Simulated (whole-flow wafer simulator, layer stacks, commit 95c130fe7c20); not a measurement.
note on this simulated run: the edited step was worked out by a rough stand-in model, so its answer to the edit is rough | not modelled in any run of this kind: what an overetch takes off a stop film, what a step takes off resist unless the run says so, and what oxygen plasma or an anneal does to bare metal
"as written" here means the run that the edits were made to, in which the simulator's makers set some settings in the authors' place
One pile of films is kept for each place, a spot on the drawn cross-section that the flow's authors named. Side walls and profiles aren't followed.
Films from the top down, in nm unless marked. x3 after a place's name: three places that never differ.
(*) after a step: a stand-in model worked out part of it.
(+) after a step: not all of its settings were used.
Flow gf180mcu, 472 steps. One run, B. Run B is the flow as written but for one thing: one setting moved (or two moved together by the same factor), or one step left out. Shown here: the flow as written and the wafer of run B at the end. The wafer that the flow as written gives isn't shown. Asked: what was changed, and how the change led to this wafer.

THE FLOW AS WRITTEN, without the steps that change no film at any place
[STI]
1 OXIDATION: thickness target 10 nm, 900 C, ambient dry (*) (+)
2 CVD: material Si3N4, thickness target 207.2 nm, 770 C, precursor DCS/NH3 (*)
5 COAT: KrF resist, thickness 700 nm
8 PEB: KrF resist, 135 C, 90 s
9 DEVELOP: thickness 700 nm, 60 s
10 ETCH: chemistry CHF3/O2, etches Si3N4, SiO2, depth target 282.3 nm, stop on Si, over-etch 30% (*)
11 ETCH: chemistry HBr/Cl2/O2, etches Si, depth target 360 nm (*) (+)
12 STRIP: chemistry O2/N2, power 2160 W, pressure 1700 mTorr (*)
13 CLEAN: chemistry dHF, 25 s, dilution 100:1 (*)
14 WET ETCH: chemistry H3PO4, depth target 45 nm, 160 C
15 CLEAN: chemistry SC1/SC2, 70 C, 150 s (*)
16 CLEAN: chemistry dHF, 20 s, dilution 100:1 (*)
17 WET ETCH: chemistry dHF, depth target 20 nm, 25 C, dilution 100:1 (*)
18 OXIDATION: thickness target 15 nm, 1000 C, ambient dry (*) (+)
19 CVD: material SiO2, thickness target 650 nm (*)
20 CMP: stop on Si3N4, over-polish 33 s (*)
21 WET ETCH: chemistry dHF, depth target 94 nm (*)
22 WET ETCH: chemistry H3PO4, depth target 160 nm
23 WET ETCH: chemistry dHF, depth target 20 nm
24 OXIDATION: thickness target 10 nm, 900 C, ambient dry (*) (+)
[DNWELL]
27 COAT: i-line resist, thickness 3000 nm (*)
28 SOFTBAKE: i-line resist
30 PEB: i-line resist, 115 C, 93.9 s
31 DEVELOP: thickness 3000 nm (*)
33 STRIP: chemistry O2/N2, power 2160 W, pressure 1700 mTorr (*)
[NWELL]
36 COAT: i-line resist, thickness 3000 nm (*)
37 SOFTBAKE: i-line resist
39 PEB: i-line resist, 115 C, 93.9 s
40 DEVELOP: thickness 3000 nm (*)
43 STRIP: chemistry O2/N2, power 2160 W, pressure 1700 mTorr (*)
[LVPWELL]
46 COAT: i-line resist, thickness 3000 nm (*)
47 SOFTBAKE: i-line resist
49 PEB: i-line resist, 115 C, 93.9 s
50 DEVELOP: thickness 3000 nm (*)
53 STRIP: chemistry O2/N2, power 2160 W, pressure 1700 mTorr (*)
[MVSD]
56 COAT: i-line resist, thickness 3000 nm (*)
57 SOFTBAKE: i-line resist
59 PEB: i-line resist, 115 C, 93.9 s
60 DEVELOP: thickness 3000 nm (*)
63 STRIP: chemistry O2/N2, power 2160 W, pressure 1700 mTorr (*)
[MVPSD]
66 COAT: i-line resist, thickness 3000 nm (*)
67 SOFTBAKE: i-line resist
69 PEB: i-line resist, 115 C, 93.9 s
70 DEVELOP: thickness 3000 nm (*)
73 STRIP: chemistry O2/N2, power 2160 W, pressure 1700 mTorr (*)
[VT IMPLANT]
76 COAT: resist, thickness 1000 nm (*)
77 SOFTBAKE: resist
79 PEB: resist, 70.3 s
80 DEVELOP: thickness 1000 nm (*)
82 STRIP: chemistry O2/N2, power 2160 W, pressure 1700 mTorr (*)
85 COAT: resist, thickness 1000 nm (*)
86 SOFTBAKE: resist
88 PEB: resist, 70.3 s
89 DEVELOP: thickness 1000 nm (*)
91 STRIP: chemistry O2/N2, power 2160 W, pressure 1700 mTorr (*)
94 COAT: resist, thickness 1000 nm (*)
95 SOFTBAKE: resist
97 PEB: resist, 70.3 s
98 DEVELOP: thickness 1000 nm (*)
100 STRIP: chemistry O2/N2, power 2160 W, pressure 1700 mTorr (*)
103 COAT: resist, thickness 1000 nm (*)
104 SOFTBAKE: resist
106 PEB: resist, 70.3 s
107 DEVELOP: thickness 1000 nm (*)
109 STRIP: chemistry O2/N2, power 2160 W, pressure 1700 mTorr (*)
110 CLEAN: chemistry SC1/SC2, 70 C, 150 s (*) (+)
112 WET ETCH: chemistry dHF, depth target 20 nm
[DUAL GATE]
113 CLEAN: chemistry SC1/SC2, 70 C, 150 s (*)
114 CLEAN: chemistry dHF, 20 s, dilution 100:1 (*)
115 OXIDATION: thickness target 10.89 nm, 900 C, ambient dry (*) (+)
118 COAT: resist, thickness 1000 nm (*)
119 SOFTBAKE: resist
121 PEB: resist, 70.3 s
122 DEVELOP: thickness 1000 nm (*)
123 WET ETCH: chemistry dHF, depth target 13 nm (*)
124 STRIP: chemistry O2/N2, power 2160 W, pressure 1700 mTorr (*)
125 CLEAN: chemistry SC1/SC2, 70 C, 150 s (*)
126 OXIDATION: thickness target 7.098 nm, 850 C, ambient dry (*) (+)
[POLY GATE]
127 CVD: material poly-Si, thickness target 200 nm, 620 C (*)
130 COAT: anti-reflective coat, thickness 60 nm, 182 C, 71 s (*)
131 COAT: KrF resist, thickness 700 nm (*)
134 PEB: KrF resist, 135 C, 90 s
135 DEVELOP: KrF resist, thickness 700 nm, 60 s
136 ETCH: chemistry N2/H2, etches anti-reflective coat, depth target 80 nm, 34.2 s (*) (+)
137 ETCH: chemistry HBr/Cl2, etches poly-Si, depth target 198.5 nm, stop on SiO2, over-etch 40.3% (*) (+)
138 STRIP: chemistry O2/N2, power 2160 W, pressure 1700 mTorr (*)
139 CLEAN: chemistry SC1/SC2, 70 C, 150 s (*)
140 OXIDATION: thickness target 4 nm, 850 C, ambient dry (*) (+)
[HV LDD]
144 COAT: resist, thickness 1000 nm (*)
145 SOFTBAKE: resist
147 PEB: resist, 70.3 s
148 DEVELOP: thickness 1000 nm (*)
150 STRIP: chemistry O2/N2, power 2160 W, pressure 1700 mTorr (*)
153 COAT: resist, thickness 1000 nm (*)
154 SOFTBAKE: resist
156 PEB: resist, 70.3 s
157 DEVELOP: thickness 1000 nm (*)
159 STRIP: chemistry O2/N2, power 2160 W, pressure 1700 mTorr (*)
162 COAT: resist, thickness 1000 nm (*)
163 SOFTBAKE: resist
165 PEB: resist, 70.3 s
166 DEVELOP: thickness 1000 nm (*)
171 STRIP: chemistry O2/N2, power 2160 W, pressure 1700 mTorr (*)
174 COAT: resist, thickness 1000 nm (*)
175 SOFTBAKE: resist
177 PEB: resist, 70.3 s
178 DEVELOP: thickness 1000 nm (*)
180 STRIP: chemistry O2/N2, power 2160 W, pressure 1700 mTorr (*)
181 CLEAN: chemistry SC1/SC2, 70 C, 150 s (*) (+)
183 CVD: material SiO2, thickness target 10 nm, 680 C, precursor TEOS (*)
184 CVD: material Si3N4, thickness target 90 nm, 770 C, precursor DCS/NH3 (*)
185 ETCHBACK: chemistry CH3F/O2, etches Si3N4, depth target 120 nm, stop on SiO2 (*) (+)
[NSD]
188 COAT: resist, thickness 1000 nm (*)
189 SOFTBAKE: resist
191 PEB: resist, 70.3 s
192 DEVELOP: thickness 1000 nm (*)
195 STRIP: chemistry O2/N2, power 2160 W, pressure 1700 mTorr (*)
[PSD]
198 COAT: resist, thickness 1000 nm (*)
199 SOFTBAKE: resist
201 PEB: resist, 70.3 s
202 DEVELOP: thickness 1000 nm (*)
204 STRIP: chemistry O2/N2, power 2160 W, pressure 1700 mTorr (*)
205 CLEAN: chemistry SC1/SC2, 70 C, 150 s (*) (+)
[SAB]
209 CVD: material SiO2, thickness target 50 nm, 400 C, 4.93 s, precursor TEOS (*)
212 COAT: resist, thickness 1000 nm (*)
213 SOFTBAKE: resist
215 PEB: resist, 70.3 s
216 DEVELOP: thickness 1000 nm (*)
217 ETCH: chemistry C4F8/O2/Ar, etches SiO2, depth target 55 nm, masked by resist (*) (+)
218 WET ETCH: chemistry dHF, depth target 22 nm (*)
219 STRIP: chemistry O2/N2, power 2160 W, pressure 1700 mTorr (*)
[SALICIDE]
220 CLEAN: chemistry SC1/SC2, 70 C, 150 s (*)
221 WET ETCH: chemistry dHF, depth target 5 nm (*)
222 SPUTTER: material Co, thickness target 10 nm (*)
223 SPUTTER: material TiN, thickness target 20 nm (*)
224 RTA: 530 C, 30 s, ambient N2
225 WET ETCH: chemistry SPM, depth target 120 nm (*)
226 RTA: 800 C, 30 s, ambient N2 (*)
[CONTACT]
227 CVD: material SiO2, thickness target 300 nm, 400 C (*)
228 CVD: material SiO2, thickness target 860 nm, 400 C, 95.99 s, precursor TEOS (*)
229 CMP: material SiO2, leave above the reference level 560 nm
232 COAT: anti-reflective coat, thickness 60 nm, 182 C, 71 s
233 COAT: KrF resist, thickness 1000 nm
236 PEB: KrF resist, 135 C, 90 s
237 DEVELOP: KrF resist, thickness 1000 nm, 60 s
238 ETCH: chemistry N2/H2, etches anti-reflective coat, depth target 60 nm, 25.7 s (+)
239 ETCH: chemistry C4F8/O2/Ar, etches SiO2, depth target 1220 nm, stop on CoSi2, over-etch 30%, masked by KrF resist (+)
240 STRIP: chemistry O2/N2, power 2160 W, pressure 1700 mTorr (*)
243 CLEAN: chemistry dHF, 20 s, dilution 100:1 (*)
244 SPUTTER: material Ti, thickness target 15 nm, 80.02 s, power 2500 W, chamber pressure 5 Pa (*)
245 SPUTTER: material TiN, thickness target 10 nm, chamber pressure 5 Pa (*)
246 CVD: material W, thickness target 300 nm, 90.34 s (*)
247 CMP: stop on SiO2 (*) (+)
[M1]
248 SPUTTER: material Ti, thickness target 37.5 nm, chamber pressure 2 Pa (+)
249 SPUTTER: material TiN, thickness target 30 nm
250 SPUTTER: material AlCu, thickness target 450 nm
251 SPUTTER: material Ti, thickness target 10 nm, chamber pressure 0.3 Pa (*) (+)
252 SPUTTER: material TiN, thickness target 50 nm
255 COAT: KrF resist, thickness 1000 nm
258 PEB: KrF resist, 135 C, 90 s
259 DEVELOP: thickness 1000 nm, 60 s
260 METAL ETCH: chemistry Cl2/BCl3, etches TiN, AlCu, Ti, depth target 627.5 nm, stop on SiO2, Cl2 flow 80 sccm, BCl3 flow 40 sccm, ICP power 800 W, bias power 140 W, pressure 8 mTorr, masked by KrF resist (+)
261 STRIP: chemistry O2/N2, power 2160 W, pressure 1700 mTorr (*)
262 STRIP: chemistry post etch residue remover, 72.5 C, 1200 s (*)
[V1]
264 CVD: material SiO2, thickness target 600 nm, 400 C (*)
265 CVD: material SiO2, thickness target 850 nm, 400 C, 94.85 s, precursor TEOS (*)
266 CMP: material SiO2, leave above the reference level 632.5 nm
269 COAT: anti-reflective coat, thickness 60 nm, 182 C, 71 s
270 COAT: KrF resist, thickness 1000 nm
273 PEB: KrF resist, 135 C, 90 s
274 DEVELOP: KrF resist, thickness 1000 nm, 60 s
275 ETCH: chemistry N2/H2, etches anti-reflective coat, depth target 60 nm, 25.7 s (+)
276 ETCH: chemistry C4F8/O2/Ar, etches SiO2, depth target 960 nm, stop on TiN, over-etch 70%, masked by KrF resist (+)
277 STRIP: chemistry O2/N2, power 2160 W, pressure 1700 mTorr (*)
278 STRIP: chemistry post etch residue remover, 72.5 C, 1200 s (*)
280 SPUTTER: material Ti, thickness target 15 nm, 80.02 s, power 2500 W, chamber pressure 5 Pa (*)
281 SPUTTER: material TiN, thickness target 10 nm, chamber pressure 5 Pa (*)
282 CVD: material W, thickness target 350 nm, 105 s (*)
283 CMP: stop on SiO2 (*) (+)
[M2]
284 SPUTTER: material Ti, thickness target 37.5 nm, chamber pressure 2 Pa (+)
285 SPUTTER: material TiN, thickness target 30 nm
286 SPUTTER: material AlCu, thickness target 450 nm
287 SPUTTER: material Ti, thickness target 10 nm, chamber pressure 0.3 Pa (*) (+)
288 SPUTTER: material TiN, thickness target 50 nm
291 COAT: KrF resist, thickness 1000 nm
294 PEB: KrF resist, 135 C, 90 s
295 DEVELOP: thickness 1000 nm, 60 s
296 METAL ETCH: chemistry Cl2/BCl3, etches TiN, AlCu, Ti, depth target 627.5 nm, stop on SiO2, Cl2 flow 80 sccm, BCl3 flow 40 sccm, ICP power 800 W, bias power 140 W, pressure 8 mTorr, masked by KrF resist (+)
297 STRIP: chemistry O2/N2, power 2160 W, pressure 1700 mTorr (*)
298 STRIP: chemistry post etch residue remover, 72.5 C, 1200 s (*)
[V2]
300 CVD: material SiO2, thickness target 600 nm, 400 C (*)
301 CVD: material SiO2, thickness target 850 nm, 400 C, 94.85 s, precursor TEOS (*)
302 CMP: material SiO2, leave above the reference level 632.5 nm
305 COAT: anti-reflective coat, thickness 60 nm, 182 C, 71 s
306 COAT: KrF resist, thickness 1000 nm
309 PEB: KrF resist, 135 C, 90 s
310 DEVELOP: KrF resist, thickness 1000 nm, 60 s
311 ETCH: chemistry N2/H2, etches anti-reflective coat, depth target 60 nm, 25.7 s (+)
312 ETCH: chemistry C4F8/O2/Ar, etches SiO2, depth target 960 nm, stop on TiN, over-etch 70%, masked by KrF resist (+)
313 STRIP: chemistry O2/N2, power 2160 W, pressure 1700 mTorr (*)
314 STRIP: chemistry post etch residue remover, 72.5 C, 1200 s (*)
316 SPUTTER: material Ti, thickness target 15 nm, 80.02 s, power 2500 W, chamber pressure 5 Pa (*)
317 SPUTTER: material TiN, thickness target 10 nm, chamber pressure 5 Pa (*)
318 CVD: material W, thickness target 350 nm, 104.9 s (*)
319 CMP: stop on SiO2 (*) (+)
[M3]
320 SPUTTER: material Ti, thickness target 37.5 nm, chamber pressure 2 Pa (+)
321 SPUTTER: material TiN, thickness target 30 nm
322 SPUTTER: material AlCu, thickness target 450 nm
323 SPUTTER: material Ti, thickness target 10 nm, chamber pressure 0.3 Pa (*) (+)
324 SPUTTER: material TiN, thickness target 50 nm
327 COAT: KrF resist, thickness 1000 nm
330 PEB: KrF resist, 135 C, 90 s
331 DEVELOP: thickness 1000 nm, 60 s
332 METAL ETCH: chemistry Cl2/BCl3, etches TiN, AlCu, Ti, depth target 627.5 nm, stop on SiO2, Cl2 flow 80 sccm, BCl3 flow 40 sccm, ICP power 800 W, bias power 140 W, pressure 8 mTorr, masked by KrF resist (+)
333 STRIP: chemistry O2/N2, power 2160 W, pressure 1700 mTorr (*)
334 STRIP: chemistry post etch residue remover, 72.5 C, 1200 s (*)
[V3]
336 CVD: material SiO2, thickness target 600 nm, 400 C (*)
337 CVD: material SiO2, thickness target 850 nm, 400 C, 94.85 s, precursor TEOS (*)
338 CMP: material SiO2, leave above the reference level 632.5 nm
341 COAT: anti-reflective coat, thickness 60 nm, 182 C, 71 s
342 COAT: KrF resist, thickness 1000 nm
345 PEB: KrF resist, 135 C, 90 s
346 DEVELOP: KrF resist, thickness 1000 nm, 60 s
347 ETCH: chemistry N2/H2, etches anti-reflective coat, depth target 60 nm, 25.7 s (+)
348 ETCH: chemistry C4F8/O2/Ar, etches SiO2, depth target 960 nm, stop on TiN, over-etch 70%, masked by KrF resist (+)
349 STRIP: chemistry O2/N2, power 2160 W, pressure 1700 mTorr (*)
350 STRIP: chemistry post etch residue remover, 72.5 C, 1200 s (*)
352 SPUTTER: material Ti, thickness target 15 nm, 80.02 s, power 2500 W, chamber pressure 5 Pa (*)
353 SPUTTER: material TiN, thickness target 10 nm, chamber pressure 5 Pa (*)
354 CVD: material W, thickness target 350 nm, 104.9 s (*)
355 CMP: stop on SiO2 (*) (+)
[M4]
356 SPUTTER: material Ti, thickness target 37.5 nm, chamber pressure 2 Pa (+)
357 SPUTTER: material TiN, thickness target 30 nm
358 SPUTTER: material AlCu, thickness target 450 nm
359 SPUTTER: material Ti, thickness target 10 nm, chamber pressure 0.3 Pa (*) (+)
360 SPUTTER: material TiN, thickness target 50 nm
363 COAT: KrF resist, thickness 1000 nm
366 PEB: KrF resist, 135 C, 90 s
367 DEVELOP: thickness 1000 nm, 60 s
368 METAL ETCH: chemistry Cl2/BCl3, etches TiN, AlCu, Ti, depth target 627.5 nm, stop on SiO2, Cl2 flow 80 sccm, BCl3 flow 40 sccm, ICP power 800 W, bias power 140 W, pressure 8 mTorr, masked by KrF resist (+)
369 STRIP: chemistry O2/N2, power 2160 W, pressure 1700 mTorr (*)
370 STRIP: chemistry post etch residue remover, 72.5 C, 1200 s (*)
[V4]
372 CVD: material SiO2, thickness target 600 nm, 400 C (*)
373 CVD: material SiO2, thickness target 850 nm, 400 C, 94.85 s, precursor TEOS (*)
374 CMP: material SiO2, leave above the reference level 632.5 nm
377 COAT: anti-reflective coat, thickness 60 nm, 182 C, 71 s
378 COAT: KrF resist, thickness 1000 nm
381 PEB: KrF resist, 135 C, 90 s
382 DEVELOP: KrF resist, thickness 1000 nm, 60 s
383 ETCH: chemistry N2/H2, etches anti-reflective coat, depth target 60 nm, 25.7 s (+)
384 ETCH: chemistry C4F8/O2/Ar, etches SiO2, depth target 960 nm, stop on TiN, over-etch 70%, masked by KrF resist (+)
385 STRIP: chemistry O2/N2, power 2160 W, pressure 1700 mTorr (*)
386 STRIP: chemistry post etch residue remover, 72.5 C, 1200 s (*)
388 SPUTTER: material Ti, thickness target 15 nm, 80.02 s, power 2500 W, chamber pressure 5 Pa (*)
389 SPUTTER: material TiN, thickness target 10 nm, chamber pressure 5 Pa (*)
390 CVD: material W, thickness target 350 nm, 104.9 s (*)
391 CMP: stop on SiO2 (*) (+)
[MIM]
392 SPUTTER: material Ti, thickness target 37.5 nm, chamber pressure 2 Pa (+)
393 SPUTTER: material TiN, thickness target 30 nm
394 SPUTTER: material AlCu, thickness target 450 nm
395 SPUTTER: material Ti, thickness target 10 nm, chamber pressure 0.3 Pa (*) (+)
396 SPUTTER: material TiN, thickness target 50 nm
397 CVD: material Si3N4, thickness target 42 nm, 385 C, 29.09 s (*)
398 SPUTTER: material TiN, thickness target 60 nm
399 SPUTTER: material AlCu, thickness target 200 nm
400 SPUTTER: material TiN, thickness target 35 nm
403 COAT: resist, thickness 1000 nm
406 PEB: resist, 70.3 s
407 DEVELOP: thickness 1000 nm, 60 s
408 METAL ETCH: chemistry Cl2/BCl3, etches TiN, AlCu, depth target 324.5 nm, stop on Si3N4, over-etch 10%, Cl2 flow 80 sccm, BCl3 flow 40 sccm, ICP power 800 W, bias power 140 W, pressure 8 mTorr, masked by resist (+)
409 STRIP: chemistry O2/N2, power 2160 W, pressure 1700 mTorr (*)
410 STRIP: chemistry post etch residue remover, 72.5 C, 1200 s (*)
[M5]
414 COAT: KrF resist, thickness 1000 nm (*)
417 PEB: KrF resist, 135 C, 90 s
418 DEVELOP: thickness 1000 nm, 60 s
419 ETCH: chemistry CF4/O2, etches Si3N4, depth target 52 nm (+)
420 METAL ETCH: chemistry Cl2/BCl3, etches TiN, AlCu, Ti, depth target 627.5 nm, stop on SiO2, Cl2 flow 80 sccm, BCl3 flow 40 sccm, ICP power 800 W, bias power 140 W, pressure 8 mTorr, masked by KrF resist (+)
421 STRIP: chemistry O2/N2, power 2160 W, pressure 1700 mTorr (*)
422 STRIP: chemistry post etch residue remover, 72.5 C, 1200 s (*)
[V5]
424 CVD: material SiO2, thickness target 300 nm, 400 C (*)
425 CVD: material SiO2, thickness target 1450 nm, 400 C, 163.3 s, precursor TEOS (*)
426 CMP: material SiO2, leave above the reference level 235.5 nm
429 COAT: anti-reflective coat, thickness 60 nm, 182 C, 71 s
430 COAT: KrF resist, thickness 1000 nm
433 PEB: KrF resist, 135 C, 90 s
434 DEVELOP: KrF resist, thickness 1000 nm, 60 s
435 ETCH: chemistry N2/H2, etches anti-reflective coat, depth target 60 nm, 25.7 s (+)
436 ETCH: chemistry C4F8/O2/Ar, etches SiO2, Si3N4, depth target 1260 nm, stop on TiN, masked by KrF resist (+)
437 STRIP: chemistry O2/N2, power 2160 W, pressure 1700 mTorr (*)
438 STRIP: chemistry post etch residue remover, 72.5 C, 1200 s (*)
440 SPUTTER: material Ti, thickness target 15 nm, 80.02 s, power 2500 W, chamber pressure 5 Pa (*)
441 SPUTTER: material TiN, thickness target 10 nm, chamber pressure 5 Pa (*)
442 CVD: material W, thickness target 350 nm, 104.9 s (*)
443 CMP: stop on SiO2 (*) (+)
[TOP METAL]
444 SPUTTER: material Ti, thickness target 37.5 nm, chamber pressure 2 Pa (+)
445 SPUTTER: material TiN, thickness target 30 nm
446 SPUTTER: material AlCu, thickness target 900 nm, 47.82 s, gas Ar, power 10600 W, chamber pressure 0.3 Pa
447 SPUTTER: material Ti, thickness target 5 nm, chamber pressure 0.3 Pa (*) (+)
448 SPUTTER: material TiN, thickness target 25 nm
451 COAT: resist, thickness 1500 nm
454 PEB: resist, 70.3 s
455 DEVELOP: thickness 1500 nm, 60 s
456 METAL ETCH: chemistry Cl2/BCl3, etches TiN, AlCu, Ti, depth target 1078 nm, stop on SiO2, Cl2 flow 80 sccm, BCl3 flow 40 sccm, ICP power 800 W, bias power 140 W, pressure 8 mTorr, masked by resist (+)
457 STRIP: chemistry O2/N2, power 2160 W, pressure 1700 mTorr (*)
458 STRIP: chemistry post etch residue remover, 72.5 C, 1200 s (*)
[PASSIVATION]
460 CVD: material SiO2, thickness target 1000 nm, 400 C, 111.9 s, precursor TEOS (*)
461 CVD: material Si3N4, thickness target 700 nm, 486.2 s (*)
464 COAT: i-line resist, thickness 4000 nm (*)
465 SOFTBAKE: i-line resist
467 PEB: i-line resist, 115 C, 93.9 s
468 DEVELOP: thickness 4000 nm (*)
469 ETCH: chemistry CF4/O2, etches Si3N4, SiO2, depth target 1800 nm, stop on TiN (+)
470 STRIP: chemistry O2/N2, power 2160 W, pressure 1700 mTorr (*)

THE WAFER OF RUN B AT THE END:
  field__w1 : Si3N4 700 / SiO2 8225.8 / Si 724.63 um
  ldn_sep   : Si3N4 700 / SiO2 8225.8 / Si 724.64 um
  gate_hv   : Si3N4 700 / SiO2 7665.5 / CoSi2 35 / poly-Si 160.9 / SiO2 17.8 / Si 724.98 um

The cause: step 126, OXIDATION: thickness target 11.18 nm was run, where the flow has thickness target 7.098 nm.

How the change led to this, step by step:
  126 OXIDATION: thickness target 7.098 nm, 850 C, ambient dry (*) (+)
      gate_hv, active_hv, active_nat and 25 more: SiO2 +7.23, Si -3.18 (as written it would be: SiO2 +3.72, Si -1.64)
      ld_fp_n, ld_drift_n, ld_fp_p and 13 more: SiO2 +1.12, Si -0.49 (as written it would be: SiO2 +0.52, Si -0.23)
      (and at 48 more places)
  130 COAT: anti-reflective coat, thickness 60 nm, 182 C, 71 s (*)
      p_well, spacer, sd_n: anti-reflective coat +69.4 (new film) (as written it would be: anti-reflective coat +70.9 (new film))
      nplus_u: anti-reflective coat +65.4 (new film) (as written it would be: anti-reflective coat +66.8 (new film))
      (and at 1 more place)
  136 ETCH: chemistry N2/H2, etches anti-reflective coat, depth target 80 nm, 34.2 s (*) (+)
      p_well, spacer, sd_n: anti-reflective coat -69.4 (all of it), poly-Si -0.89 (as written it would be: anti-reflective coat -70.9 (all of it), poly-Si -0.85)
      nplus_u: anti-reflective coat -65.4 (all of it), poly-Si -0.99 (as written it would be: anti-reflective coat -66.8 (all of it), poly-Si -0.95)
      (and at 1 more place)
  189 SOFTBAKE: resist
      active_hv: resist -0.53 (as written it would be: resist +2.68)
      nw_enc_fld_lv__w3: resist -1.6 (as written it would be: resist +2.11)
      (and at 1 more place)
  199 SOFTBAKE: resist
      active_hv: resist -0.53 (as written it would be: resist +2.68)
      nw_enc_fld_lv__w3: resist -1.6 (as written it would be: resist +2.11)
      (and at 1 more place)
  218 WET ETCH: chemistry dHF, depth target 22 nm (*)
      active, p_well, sd_n, iso_ptap_pw, iso_ntap_nw, iso_ptap_sub, vpnp_e: SiO2 -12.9 (all of it) (as written it would be: SiO2 -9.01 (all of it))
      ldn_tap, ldn_src, ldn_drn, ldp_tap, ldp_src, ldp_drn, ldp_gr: SiO2 -19.3 (all of it) (as written it would be: SiO2 -16 (all of it))
      (and at 9 more places)
